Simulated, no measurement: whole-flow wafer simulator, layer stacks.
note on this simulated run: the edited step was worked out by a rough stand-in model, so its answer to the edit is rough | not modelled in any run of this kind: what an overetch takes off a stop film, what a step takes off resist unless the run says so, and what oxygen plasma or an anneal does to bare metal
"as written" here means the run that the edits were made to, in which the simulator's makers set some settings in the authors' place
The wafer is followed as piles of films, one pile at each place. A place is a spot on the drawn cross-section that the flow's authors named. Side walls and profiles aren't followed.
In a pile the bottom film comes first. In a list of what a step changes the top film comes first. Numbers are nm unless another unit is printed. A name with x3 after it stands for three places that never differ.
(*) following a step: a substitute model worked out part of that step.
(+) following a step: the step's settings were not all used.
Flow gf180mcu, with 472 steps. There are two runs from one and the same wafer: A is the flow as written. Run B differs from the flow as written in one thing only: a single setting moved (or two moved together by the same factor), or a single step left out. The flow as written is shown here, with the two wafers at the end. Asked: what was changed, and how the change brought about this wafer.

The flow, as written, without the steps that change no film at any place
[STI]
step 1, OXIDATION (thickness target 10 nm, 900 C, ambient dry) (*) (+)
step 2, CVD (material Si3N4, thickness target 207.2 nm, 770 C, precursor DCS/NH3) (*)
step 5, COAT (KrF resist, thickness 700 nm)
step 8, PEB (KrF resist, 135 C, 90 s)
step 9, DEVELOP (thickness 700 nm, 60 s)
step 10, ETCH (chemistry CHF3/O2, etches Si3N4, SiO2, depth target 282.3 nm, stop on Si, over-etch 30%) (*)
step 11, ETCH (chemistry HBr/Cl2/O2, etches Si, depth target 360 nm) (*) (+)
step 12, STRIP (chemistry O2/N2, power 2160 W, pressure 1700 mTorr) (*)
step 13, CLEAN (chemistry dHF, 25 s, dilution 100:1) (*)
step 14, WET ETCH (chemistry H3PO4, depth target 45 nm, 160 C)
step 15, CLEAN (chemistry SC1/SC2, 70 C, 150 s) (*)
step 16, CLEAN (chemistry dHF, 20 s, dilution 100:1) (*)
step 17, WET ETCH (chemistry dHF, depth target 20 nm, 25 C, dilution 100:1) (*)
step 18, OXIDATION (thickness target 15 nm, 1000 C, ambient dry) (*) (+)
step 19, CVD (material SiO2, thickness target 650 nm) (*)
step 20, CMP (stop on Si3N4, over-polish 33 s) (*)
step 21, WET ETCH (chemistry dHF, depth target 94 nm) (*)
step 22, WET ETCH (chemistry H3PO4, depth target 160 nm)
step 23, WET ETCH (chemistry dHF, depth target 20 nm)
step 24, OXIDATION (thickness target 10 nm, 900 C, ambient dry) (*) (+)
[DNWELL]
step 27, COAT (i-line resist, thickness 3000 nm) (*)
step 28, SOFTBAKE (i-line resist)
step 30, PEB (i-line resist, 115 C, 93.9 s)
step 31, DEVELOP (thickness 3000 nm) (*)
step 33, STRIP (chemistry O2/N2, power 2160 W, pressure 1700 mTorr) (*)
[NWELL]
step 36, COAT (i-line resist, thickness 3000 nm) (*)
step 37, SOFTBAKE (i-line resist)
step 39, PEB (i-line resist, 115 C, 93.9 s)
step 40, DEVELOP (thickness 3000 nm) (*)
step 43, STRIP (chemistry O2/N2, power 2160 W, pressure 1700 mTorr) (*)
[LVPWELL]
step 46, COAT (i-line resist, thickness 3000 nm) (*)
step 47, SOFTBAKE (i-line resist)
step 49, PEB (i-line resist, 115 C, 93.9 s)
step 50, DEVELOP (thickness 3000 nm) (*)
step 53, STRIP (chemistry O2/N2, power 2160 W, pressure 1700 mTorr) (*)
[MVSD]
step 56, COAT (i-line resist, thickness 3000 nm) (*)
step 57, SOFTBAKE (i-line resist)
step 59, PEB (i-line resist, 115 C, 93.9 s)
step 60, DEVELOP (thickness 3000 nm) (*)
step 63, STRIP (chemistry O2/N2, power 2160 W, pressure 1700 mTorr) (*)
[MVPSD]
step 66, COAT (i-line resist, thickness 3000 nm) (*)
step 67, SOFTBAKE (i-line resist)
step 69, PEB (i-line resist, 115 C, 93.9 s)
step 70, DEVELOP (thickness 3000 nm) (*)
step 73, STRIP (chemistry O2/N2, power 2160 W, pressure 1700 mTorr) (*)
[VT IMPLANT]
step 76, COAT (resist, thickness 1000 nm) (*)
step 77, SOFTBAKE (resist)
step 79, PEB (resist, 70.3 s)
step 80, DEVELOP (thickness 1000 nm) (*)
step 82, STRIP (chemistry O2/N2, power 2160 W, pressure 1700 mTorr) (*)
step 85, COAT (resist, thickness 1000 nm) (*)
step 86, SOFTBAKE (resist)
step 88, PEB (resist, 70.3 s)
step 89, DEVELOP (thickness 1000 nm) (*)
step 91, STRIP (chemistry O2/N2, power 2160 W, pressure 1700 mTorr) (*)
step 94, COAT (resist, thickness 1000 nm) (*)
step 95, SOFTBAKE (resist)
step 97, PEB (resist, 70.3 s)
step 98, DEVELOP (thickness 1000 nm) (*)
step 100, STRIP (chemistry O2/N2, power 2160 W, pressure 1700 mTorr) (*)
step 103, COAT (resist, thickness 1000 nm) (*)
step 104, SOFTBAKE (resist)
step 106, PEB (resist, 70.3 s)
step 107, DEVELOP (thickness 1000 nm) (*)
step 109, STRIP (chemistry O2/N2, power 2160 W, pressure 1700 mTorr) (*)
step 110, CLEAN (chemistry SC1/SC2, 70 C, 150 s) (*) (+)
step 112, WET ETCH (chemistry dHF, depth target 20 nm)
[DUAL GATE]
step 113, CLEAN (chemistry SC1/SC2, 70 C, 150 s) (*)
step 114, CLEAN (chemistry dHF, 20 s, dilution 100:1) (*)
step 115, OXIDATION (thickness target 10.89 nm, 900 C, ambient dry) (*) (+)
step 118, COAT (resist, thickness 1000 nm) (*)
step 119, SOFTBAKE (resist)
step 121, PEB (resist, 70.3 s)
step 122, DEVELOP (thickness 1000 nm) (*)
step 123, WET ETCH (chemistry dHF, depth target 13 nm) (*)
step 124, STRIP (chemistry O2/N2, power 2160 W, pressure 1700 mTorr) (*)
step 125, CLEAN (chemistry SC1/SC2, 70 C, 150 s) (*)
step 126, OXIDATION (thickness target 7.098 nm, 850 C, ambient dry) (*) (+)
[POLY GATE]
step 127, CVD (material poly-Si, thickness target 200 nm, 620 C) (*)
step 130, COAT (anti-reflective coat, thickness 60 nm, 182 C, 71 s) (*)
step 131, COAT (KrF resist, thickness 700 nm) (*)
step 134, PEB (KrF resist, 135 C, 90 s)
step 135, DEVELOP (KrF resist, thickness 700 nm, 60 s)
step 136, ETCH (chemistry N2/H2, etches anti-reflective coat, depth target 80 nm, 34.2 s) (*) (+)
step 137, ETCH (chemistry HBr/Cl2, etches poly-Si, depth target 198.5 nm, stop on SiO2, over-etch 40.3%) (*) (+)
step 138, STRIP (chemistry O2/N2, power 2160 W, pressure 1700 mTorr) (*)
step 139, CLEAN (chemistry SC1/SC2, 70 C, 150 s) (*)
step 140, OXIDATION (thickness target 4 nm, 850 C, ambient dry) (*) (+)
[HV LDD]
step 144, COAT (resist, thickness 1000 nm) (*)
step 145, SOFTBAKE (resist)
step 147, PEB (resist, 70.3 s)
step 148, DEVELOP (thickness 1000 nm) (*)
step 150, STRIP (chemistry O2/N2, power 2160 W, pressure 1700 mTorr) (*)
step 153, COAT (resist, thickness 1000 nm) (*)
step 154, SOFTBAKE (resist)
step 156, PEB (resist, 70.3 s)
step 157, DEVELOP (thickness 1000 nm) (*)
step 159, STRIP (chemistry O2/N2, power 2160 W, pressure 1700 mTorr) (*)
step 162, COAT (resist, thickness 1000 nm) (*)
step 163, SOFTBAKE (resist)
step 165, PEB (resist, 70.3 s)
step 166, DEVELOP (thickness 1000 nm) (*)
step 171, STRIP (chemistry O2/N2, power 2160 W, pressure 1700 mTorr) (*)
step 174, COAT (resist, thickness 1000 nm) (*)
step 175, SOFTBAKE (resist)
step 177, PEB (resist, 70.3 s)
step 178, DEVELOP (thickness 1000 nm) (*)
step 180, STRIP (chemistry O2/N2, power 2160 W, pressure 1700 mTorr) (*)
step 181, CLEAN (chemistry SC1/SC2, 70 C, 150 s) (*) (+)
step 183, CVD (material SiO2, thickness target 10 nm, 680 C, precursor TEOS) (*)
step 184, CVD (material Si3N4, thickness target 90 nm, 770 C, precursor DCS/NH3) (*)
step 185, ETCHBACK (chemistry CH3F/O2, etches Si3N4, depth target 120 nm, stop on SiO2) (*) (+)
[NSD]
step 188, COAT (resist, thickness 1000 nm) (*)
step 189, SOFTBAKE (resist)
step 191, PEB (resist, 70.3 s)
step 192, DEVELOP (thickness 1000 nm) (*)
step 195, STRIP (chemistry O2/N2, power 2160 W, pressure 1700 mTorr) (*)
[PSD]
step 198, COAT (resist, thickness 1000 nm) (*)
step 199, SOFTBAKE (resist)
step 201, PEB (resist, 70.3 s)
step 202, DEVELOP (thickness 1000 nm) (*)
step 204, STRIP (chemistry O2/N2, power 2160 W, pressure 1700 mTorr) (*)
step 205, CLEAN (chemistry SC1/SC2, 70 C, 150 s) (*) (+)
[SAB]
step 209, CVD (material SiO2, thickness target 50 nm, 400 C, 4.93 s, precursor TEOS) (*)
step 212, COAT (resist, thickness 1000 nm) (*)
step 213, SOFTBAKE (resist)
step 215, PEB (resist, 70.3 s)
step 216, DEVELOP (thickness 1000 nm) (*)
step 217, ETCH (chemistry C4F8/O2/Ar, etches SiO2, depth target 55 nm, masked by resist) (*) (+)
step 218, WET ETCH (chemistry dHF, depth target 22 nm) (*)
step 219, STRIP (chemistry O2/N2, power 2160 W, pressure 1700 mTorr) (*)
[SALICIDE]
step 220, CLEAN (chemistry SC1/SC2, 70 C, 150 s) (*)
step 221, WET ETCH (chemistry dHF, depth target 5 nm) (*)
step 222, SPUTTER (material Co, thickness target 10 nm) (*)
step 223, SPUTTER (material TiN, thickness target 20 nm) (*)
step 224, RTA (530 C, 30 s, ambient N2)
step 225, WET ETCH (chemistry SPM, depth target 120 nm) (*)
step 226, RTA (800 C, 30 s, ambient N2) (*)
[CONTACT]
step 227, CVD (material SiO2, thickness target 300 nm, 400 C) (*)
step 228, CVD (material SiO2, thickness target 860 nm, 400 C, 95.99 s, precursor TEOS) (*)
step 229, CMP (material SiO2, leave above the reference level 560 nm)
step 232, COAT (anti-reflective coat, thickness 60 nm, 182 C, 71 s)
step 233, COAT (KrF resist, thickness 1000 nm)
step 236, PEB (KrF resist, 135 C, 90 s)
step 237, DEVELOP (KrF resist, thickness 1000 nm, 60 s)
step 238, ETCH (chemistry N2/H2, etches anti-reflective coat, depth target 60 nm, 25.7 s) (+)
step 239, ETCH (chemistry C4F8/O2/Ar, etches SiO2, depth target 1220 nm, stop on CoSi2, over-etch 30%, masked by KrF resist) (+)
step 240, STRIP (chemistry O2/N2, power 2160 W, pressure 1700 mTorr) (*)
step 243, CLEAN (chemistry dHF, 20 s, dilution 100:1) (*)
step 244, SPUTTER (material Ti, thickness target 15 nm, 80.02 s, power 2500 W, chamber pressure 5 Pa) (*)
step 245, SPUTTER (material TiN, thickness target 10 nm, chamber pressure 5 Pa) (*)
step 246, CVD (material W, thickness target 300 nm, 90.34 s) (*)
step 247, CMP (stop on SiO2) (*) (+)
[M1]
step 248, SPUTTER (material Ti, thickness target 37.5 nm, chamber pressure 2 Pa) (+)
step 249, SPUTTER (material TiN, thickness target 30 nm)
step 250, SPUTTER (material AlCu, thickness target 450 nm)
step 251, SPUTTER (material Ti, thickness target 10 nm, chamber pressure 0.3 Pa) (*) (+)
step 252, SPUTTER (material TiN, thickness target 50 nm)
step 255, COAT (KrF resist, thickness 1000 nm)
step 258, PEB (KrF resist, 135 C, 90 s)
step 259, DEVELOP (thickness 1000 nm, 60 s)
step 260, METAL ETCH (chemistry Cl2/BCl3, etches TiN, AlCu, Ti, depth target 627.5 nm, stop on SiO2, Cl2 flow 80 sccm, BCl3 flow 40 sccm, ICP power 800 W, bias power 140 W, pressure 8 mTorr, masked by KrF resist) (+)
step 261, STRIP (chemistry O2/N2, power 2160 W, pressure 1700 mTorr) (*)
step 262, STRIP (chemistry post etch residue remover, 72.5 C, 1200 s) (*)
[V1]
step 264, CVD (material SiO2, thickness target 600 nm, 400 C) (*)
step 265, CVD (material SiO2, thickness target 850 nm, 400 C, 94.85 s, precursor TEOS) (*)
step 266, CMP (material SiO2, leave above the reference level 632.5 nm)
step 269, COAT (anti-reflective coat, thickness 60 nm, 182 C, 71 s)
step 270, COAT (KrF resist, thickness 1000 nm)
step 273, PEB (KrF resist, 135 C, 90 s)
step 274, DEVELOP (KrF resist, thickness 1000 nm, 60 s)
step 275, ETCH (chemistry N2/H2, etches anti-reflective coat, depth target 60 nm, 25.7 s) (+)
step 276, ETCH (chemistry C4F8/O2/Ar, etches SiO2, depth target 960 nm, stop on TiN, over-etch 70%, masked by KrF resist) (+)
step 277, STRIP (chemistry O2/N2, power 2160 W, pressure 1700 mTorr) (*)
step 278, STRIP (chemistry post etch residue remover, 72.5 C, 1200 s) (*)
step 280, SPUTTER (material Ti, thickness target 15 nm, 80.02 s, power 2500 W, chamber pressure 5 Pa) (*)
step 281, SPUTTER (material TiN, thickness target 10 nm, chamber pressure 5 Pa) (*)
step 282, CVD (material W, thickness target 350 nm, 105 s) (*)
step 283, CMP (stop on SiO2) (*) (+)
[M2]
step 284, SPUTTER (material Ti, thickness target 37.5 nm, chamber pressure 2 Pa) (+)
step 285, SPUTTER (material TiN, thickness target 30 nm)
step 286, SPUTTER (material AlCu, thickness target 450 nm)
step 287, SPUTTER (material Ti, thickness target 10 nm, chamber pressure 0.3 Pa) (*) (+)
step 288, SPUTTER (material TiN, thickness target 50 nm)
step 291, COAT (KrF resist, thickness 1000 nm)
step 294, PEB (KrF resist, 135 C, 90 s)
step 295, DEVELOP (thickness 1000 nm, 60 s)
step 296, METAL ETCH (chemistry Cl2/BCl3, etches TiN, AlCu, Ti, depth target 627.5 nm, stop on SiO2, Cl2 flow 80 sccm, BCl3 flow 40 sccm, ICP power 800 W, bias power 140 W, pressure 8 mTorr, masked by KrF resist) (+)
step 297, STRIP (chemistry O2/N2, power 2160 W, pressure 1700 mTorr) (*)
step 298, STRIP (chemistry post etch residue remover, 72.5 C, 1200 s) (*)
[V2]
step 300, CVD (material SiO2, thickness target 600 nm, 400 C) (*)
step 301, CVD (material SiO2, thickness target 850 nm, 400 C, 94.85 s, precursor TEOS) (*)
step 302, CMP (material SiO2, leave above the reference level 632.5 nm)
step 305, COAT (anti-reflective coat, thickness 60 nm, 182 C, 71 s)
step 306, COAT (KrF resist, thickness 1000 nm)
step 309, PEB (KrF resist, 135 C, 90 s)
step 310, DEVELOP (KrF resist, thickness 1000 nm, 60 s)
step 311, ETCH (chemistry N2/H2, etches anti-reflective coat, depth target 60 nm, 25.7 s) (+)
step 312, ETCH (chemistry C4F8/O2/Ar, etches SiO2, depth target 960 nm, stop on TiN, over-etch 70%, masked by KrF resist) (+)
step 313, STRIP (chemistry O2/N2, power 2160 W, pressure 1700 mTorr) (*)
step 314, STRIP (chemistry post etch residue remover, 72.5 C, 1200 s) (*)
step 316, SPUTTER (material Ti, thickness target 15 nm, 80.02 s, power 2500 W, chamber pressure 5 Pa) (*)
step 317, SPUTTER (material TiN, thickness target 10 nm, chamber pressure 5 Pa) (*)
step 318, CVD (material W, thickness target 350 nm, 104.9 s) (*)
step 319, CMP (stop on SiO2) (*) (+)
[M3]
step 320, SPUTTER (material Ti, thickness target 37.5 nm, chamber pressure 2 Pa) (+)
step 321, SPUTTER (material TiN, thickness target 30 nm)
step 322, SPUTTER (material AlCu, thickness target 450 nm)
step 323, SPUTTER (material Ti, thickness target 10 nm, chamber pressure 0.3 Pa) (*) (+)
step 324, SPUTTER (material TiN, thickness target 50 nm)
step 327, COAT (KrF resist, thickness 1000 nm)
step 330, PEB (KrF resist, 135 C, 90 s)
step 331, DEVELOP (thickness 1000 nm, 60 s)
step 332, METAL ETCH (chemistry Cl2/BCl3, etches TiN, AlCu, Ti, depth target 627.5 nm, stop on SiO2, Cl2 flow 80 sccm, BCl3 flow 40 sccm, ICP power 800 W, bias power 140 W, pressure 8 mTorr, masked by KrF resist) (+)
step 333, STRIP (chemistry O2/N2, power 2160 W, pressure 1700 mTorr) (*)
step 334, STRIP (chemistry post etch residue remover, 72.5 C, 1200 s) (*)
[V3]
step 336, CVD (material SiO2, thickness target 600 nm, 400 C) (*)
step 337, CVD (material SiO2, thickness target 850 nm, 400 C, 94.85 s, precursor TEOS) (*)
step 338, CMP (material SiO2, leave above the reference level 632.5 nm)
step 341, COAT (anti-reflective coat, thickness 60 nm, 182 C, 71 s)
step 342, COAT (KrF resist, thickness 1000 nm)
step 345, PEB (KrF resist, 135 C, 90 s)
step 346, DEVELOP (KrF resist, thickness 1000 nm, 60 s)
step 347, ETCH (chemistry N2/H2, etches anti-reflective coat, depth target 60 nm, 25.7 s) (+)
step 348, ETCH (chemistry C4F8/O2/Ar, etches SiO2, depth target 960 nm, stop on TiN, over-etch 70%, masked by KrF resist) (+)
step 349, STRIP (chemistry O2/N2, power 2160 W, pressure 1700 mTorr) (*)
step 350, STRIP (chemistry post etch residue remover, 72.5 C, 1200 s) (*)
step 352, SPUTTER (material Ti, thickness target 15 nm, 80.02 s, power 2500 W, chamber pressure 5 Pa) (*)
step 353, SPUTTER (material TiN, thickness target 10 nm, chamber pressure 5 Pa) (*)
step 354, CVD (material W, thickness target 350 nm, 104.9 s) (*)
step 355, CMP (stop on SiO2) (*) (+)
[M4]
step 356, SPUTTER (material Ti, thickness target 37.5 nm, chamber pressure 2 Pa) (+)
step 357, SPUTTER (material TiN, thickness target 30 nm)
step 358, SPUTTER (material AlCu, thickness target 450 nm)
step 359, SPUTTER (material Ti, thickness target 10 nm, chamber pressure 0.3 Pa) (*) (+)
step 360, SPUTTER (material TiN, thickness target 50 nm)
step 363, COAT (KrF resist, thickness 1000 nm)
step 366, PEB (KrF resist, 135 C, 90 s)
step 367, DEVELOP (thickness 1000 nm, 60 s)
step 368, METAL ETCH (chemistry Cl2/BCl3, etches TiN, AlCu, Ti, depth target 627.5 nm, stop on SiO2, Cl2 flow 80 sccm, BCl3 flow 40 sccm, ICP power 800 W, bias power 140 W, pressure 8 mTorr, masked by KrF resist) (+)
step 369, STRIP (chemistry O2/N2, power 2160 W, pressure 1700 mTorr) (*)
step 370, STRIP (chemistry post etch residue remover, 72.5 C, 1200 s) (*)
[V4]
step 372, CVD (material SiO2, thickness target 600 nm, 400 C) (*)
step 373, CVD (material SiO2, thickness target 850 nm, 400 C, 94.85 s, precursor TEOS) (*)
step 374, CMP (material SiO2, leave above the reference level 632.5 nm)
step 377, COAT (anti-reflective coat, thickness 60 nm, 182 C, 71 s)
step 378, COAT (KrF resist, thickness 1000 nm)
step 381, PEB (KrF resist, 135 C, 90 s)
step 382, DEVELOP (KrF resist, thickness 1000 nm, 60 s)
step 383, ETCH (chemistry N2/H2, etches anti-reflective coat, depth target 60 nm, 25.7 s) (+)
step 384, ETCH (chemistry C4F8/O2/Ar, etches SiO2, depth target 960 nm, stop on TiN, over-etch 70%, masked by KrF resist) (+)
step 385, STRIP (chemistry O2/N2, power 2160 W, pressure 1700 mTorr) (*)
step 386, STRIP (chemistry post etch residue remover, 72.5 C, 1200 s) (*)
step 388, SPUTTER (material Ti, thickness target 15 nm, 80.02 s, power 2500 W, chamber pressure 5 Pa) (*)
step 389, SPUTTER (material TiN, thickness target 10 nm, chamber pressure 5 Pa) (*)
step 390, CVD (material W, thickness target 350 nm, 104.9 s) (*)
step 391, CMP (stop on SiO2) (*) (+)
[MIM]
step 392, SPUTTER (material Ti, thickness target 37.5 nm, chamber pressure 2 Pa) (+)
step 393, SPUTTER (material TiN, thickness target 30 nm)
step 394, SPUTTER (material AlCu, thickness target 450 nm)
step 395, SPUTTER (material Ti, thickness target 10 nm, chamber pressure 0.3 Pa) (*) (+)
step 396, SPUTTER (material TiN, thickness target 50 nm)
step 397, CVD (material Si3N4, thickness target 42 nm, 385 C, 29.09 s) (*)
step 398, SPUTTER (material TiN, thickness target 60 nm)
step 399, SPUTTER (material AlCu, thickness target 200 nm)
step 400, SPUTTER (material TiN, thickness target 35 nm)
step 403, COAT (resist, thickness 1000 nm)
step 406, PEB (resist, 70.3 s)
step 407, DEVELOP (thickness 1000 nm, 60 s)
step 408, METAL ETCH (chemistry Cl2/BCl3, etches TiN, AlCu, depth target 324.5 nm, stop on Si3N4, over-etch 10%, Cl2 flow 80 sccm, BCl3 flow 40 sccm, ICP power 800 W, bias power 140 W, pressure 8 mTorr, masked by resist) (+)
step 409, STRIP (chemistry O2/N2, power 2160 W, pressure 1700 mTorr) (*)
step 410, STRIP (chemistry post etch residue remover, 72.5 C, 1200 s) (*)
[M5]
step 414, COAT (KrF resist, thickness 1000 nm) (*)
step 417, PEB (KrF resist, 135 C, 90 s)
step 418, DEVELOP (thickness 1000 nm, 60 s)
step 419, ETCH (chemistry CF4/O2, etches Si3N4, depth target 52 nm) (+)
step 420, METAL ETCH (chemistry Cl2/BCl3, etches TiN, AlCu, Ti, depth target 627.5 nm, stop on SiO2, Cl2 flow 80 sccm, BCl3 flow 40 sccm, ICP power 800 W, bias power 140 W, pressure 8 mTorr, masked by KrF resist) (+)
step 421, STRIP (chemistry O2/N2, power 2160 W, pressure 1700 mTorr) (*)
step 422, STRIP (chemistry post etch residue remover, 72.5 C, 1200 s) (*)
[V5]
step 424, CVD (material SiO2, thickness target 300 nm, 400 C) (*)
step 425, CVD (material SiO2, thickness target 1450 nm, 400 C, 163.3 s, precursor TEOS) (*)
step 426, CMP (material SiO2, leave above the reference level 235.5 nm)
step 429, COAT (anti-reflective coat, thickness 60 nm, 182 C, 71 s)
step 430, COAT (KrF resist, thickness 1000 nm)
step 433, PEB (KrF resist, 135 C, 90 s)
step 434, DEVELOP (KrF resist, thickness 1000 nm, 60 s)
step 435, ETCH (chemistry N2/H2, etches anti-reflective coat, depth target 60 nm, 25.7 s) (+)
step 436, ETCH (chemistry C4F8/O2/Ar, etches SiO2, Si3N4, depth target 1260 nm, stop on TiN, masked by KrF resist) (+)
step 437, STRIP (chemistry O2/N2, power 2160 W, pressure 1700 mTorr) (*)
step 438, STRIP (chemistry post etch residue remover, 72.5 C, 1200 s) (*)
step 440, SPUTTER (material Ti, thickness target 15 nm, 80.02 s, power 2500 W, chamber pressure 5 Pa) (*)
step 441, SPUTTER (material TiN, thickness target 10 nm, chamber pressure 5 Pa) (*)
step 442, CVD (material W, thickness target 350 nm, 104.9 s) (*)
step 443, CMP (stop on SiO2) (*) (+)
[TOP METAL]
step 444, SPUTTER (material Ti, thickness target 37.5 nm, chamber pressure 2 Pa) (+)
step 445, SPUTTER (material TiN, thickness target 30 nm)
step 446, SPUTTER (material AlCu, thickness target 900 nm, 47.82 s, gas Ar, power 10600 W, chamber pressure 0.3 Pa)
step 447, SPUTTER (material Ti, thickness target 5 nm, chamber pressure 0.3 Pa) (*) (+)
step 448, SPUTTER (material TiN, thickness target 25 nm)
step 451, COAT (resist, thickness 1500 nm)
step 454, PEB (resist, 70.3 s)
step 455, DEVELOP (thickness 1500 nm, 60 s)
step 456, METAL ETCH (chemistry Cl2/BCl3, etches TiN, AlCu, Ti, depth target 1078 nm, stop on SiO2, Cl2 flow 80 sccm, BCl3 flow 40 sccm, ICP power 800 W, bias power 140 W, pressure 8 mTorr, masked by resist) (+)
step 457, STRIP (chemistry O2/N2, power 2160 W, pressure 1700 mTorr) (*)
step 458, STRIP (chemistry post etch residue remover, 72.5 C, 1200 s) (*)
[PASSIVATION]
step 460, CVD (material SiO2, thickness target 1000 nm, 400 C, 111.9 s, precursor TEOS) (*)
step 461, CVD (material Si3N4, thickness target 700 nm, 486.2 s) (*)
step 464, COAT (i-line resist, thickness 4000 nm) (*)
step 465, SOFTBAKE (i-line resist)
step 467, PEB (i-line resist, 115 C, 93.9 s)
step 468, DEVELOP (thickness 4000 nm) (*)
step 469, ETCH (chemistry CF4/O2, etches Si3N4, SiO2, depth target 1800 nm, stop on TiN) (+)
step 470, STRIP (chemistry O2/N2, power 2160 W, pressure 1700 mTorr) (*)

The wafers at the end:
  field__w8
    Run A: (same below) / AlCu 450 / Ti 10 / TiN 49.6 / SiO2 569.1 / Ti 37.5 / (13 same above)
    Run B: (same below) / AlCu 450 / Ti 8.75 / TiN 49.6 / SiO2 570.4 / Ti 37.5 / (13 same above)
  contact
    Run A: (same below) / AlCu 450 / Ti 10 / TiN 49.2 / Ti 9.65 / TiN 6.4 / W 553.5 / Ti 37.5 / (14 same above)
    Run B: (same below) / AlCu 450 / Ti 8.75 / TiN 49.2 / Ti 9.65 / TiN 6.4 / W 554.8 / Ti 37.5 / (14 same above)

Cause: step 359, SPUTTER: thickness target 8.75 nm was run, though the flow has thickness target 10 nm.
One can read it off the wafer: field__w8 has Ti 8.75, and step 359 as written asks for 10 nm.

The path from the change to this, step by step:
  step 359, SPUTTER (material Ti, thickness target 10 nm, chamber pressure 0.3 Pa) (*) (+)
      field, field__w1, field__w2 and 108 more: A +10 Ti (new film) | B +8.75 Ti (new film)
  step 368, METAL ETCH (chemistry Cl2/BCl3, etches TiN, AlCu, Ti, depth target 627.5 nm, stop on SiO2, Cl2 flow 80 sccm, BCl3 flow 40 sccm, ICP power 800 W, bias power 140 W, pressure 8 mTorr, masked by KrF resist) (+)
      field, field__w1, field__w2 and 103 more: A -50 TiN (all of it), -10 Ti (all of it), -450 AlCu (all of it), -30 TiN (all of it), -37.5 Ti (all of it) | B -50 TiN (all of it), -8.75 Ti (all of it), -450 AlCu (all of it), -30 TiN (all of it), -37.5 Ti (all of it)
